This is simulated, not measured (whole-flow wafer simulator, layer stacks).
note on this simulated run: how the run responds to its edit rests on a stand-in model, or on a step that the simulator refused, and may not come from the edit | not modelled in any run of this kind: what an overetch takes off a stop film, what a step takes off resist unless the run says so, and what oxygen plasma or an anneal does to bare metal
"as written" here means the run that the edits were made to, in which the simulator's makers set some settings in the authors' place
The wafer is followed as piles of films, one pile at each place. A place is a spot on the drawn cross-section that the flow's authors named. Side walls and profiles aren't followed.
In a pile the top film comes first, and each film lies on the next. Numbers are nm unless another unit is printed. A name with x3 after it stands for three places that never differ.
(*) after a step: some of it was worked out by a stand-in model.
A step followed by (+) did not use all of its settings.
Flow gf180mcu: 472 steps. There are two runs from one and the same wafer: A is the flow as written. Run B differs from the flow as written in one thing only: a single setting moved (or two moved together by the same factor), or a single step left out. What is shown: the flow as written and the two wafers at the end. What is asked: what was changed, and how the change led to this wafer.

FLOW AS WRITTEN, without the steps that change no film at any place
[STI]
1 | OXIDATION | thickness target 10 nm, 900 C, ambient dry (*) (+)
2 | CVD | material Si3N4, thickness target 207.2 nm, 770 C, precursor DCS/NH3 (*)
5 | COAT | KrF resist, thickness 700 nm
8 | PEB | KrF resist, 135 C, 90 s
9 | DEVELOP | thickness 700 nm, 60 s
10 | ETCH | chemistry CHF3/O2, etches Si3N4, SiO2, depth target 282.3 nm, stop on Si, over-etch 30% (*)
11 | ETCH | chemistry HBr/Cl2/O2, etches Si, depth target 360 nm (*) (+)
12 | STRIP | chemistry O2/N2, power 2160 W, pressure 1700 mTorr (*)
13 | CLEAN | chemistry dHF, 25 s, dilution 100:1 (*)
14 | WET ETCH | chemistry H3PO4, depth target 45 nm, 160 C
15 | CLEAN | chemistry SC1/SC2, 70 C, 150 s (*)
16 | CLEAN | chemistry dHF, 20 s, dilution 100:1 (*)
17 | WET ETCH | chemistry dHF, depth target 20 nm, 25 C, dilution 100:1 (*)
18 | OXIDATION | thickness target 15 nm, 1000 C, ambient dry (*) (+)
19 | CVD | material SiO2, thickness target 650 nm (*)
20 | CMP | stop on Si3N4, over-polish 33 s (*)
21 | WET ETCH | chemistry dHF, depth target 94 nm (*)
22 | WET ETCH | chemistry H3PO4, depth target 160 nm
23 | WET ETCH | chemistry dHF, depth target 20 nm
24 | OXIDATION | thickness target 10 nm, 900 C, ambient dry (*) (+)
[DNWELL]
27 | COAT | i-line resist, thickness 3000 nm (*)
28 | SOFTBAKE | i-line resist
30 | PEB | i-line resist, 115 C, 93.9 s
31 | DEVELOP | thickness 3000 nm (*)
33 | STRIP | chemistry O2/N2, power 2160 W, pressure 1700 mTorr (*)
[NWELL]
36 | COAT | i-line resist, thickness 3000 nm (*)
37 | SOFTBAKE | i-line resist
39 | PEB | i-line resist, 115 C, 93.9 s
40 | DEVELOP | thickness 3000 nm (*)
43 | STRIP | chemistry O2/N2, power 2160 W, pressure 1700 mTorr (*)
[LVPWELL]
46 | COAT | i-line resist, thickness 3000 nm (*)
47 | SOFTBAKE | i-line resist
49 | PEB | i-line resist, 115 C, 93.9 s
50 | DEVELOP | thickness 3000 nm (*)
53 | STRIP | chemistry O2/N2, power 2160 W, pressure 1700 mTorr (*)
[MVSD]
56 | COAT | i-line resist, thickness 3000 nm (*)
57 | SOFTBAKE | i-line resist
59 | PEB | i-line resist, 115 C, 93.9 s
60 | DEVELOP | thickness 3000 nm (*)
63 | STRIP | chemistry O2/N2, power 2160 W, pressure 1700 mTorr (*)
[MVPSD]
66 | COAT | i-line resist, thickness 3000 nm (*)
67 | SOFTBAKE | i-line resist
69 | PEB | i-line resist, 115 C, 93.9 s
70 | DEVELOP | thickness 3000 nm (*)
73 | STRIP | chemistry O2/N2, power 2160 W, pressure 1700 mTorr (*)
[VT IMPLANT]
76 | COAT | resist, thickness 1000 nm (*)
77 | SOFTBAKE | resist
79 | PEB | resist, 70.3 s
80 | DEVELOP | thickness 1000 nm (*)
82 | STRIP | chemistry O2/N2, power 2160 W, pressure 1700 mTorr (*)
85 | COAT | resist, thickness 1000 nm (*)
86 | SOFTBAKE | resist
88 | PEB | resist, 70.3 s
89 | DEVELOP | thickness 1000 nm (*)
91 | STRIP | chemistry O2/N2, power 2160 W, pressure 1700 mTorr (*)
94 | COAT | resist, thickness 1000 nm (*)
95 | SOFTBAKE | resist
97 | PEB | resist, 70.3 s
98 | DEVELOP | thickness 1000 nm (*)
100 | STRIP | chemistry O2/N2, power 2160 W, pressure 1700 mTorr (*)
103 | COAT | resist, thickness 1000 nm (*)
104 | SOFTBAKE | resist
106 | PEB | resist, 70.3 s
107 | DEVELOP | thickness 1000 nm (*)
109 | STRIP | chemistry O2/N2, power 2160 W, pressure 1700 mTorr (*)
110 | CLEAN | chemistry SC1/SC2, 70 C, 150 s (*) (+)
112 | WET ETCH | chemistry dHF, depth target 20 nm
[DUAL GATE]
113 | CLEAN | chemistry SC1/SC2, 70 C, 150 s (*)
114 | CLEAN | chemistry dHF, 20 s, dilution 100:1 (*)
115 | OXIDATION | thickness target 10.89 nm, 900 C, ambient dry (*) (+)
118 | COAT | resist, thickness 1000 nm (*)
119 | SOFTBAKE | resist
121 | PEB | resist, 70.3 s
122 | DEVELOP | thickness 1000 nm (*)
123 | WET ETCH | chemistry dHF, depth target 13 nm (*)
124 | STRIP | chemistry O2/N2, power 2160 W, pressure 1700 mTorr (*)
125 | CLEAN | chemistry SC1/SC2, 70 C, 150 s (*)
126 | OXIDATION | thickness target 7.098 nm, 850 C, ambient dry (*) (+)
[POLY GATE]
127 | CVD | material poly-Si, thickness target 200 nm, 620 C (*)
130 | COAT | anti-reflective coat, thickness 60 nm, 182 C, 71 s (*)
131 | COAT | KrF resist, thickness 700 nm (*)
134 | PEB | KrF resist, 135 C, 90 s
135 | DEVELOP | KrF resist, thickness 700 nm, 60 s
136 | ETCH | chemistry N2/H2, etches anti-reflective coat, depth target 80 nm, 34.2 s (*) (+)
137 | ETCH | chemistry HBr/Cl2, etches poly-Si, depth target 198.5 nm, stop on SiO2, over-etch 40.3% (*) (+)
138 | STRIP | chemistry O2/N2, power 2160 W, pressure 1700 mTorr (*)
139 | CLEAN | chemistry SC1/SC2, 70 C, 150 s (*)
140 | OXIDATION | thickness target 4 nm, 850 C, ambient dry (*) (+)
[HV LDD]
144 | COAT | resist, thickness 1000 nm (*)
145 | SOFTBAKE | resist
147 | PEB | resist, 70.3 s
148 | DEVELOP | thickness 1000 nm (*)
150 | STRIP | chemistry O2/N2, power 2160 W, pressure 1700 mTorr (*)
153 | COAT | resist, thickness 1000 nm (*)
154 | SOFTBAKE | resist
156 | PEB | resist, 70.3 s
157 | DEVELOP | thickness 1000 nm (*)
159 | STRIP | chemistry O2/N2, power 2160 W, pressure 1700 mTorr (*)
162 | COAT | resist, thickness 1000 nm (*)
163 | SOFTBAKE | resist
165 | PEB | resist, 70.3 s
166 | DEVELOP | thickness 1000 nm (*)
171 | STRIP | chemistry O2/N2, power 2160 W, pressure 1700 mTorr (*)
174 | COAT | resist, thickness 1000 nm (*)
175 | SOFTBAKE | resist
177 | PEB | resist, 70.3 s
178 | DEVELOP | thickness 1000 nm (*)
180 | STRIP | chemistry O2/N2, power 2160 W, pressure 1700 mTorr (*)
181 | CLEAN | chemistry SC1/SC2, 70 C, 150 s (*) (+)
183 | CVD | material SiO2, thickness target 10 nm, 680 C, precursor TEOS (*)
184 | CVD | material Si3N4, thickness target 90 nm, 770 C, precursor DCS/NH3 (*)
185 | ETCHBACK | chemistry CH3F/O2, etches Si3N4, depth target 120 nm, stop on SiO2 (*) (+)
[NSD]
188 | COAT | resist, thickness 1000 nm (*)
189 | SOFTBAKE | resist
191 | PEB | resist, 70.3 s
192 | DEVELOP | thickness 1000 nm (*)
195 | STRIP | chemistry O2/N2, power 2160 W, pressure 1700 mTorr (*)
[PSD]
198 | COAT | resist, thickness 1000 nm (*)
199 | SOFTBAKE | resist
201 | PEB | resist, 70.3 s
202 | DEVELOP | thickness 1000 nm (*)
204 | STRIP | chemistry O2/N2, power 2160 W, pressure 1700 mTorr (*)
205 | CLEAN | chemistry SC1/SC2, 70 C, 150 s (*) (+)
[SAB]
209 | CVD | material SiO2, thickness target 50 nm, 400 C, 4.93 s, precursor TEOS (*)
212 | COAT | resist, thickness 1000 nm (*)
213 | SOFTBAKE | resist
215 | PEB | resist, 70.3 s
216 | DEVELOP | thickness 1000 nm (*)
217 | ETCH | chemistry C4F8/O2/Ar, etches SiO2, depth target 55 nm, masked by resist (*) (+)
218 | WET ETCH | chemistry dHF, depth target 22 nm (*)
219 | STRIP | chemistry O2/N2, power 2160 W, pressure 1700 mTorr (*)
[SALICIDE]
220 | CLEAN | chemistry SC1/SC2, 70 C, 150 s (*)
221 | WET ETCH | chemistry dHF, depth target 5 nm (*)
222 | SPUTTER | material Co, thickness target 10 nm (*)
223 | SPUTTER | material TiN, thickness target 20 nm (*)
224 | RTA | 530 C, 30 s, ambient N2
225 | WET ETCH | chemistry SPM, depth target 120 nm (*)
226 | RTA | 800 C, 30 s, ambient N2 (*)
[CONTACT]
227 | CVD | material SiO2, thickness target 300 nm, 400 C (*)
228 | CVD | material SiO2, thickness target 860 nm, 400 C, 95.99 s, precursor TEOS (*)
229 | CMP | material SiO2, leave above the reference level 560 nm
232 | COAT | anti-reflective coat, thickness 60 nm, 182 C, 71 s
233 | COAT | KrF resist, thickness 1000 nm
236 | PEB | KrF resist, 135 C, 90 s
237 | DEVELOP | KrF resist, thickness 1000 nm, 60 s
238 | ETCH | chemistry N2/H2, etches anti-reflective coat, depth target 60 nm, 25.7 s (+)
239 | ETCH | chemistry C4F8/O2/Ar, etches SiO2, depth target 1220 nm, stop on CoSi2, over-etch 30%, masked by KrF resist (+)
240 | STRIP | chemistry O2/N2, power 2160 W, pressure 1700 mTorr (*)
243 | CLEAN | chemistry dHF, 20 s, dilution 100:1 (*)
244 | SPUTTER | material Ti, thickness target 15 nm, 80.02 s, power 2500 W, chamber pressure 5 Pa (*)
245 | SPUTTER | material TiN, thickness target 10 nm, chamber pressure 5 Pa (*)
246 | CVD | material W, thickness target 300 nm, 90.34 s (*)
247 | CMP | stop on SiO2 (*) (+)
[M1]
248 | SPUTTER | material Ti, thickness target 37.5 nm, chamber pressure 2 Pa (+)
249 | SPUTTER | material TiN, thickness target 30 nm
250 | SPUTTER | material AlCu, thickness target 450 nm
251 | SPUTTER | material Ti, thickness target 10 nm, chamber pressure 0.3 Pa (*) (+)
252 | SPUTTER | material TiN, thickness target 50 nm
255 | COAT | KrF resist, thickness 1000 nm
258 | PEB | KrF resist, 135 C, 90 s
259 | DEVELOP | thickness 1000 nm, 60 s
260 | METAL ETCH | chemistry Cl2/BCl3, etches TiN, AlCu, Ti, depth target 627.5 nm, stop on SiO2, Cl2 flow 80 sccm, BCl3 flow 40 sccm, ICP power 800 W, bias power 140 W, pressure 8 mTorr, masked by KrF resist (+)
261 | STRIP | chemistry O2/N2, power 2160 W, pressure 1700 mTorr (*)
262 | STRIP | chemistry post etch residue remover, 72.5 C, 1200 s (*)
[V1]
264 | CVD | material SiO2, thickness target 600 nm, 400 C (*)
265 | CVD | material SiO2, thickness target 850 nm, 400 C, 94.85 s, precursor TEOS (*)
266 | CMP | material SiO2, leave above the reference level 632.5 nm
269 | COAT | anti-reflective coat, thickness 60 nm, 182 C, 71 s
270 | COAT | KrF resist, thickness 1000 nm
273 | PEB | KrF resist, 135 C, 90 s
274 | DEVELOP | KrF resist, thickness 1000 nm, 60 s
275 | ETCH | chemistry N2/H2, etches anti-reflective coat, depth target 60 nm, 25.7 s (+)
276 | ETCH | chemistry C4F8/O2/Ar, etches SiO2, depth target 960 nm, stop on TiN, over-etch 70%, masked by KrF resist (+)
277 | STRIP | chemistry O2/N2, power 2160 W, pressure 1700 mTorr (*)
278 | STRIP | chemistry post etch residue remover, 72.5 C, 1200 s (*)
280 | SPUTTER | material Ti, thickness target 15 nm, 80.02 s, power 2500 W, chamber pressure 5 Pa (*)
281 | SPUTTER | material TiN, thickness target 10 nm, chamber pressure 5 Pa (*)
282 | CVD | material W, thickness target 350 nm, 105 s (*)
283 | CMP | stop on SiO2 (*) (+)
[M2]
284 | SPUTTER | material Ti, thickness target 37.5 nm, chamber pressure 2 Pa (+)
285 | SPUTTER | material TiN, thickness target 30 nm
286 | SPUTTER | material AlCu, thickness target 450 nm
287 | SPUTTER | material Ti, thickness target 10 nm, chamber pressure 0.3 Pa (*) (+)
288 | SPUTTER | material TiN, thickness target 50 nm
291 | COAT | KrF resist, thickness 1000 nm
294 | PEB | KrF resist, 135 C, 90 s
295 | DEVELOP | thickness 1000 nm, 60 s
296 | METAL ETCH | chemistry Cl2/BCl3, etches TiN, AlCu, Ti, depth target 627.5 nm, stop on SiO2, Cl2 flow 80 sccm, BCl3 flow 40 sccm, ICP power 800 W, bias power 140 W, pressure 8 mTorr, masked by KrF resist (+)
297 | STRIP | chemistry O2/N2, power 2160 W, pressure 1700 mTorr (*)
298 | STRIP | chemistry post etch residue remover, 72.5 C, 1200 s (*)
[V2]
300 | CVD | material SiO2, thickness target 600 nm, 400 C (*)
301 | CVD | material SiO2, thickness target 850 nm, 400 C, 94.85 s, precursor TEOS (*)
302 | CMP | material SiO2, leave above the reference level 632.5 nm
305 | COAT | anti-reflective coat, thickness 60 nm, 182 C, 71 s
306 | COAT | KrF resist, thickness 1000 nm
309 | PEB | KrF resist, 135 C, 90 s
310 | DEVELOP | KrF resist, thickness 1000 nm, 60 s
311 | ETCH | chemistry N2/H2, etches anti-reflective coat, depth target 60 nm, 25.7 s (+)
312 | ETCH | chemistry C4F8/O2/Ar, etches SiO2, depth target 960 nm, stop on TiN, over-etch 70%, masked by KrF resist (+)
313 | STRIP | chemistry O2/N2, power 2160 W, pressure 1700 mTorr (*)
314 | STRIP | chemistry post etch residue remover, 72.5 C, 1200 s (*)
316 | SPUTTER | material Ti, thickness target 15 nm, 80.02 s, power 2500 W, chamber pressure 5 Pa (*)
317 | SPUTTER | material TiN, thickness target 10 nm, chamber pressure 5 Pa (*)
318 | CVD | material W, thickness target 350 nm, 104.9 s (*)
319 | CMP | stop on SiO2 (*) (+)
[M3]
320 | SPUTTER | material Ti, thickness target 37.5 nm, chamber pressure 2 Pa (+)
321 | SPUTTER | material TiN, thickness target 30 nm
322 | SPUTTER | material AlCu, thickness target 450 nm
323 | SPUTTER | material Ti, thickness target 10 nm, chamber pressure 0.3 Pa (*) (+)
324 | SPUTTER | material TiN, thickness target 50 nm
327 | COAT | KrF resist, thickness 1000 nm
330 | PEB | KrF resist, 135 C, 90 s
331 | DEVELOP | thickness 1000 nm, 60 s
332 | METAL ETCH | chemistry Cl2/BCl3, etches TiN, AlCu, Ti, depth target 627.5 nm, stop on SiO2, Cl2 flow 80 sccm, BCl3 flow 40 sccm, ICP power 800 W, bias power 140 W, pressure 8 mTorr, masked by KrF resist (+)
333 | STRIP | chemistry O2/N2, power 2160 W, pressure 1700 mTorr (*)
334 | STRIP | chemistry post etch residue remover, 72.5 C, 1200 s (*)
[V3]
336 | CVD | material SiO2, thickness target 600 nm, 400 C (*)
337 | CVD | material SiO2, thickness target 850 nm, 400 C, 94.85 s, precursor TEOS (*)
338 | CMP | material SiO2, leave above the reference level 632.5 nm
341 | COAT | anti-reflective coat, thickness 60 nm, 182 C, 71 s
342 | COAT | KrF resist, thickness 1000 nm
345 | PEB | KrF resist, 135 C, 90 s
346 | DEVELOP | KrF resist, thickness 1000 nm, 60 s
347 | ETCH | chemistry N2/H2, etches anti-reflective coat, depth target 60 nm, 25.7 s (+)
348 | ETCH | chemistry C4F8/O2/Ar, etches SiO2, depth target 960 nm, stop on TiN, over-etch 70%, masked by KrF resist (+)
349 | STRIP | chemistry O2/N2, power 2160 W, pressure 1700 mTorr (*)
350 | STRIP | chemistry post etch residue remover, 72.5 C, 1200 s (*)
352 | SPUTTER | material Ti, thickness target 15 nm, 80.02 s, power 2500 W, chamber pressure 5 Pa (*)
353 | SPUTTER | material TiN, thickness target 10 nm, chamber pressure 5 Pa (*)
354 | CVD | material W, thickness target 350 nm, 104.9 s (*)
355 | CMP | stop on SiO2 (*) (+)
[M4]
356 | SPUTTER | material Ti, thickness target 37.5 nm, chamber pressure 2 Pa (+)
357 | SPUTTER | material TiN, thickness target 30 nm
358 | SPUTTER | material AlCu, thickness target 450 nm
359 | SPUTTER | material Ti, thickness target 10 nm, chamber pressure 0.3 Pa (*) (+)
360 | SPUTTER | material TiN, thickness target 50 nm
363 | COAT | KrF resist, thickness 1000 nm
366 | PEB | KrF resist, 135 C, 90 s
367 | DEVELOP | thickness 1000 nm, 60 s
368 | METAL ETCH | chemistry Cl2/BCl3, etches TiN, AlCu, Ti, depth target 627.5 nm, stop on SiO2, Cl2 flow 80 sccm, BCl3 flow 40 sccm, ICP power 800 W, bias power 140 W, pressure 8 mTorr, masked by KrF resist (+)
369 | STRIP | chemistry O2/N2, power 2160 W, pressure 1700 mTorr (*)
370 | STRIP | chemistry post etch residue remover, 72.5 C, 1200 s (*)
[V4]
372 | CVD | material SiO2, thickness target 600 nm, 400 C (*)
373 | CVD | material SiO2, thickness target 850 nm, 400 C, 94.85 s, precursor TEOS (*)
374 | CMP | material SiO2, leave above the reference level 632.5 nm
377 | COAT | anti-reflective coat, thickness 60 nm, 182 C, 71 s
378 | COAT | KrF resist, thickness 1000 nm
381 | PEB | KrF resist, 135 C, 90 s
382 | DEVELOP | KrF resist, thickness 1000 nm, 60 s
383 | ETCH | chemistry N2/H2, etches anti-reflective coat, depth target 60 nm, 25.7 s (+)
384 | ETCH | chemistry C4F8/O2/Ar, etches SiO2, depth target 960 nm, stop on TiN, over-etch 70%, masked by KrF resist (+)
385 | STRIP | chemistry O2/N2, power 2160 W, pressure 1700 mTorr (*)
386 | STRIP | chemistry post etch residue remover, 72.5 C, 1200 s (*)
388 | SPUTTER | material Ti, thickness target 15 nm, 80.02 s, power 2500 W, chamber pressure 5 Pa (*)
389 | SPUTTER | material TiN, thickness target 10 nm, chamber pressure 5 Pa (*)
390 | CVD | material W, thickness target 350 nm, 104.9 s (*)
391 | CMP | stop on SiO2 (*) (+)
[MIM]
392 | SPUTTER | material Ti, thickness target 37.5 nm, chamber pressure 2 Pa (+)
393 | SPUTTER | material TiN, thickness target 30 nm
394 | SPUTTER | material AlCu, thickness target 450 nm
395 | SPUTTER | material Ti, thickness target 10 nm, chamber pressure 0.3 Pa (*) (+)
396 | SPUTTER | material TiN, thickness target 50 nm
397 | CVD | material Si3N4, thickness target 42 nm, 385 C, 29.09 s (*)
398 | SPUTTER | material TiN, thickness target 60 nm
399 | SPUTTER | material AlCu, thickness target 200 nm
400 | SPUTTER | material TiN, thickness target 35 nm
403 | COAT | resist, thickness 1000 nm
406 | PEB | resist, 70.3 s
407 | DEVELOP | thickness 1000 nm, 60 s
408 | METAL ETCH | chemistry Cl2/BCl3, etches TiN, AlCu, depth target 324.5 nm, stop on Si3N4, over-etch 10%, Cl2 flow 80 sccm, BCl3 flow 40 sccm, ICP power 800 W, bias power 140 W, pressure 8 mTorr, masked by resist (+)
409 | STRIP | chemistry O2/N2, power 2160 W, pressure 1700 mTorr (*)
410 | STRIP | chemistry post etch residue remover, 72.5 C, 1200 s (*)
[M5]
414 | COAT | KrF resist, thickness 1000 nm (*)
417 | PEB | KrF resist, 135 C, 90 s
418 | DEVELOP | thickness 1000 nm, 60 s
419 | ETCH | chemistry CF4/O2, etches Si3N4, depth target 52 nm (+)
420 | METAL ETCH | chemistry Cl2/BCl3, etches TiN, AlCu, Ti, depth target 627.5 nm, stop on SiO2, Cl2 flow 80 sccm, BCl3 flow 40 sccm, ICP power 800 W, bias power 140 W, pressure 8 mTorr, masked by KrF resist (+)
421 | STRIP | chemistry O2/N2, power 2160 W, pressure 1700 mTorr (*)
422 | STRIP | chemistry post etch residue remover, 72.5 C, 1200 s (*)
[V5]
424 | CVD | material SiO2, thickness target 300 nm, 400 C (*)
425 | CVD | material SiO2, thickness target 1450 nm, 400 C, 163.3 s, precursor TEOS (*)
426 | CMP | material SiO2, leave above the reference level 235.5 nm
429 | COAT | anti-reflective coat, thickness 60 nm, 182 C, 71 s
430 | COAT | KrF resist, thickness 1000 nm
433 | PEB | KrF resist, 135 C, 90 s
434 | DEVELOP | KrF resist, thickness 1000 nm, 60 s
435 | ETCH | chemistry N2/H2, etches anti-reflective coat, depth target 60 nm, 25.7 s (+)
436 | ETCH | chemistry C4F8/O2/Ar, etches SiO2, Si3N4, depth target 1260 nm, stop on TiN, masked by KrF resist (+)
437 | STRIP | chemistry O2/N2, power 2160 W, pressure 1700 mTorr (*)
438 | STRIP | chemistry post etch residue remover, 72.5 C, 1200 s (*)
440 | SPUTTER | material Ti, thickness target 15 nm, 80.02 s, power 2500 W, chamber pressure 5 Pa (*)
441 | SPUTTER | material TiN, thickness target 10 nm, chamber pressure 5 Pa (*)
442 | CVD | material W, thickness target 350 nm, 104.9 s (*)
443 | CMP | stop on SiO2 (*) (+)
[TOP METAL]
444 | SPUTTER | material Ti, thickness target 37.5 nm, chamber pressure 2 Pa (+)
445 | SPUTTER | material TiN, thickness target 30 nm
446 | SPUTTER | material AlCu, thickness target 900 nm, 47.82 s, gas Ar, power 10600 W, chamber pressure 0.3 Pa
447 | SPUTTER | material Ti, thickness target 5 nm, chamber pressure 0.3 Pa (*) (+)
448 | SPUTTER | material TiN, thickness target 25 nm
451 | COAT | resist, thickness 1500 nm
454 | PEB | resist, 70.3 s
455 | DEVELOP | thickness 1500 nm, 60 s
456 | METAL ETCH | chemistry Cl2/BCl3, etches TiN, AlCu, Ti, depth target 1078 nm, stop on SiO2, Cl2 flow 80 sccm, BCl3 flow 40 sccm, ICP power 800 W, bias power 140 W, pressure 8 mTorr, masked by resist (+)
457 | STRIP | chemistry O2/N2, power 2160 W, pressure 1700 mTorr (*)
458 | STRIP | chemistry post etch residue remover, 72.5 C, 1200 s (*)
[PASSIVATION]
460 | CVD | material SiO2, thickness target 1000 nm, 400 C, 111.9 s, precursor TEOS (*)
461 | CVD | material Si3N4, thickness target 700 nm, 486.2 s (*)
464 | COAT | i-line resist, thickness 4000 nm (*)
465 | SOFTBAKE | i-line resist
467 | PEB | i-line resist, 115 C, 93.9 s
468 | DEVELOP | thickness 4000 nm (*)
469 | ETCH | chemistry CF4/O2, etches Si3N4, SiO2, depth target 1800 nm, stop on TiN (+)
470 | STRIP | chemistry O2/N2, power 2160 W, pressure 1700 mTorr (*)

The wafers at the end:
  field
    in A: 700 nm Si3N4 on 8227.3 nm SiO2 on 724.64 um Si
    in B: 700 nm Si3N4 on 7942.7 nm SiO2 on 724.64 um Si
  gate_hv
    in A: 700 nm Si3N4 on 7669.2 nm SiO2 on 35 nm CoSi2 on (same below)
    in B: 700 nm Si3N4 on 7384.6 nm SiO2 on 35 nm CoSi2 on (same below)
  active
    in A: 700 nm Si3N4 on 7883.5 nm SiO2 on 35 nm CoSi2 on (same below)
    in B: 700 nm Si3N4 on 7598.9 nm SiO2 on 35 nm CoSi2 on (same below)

The reason: step 266, CMP: leave above the reference level 347.9 nm was run, whereas the flow has leave above the reference level 632.5 nm.

How this came from the change, step by step:
  266 | CMP | material SiO2, leave above the reference level 632.5 nm
      field, field__w1, field__w2 and 99 more: A -300 SiO2 | B -584.6 SiO2
      field__w8, contact, m1 and 6 more: A -877.1 SiO2 | B -1161.7 SiO2
  276 | ETCH | chemistry C4F8/O2/Ar, etches SiO2, depth target 960 nm, stop on TiN, over-etch 70%, masked by KrF resist (+)
      field, field__w1, field__w2 and 107 more: A -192 KrF resist | B -97.9 KrF resist
      contact: A -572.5 SiO2 (all of it) | B -287.9 SiO2 (all of it)
  277 | STRIP | chemistry O2/N2, power 2160 W, pressure 1700 mTorr (*)
      field, field__w1, field__w2 and 107 more: A -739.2 KrF resist (all of it), -60 anti-reflective coat (all of it) | B -833.3 KrF resist (all of it), -60 anti-reflective coat (all of it)
  280 | SPUTTER | material Ti, thickness target 15 nm, 80.02 s, power 2500 W, chamber pressure 5 Pa (*)
      contact: A +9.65 Ti (new film) | B +11.5 Ti (new film)
  281 | SPUTTER | material TiN, thickness target 10 nm, chamber pressure 5 Pa (*)
      contact: A +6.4 TiN (new film) | B +7.65 TiN (new film)
  282 | CVD | material W, thickness target 350 nm, 105 s (*)
      contact: A +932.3 W (new film) | B +644.6 W (new film)
